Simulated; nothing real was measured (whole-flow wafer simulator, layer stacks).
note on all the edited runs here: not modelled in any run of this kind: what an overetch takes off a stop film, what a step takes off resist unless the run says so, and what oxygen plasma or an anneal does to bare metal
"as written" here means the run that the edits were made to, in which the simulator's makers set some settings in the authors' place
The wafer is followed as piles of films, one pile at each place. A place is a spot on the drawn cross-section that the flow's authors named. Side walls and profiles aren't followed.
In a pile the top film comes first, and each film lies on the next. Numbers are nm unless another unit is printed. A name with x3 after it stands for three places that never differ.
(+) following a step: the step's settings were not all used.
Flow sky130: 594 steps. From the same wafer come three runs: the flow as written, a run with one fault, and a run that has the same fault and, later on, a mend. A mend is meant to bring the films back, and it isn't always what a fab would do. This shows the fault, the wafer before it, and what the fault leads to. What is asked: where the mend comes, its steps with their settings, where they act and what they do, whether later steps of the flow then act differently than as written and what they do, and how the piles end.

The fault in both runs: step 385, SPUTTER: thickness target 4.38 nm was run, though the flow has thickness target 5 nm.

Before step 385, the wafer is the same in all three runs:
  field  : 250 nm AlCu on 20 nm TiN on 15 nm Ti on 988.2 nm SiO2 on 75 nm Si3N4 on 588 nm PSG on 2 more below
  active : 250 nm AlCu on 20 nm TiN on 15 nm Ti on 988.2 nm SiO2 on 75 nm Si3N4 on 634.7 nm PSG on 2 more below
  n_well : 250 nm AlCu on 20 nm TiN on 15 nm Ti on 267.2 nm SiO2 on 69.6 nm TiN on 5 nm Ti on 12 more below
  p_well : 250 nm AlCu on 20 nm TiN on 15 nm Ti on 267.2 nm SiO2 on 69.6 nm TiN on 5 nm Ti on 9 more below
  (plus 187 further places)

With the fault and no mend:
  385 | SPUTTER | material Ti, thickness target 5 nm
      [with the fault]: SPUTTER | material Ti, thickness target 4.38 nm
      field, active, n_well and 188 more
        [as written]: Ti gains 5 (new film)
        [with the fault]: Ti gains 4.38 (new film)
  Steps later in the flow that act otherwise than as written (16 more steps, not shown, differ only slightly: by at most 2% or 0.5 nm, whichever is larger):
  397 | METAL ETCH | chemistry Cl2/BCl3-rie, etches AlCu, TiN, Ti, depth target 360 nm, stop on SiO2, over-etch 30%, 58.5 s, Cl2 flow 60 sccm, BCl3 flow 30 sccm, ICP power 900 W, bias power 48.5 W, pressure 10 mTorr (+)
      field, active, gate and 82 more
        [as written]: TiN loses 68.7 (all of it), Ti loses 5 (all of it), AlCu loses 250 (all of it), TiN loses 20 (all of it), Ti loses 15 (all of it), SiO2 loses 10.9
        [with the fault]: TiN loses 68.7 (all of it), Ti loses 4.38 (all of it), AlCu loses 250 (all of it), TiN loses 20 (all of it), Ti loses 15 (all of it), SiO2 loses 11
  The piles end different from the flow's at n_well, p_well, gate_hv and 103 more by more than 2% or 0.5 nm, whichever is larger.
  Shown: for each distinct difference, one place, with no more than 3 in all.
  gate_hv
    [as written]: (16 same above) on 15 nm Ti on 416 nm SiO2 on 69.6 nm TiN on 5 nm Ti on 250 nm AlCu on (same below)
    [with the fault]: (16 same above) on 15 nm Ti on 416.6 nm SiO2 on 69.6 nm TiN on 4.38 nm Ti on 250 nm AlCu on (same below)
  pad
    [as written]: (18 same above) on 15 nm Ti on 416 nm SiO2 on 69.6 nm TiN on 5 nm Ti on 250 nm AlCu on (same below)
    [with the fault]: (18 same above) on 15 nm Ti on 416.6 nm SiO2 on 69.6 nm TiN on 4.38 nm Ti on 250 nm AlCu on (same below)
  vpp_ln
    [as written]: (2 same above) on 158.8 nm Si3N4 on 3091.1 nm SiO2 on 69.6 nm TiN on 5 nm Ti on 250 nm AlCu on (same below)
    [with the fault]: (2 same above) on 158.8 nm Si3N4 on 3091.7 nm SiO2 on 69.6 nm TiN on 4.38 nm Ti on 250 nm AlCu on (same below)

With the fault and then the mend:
  The mend follows step 385.
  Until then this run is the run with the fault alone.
  385a | SPUTTER | material Ti, thickness target 0.62 nm (the flow's step 385 again, with other settings)
      field, active, n_well and 188 more
        Ti gains 0.62
  None of the later steps of the flow acts differently than as written at any place that is followed.
  At every place that both follow, the piles at the end match the flow's.
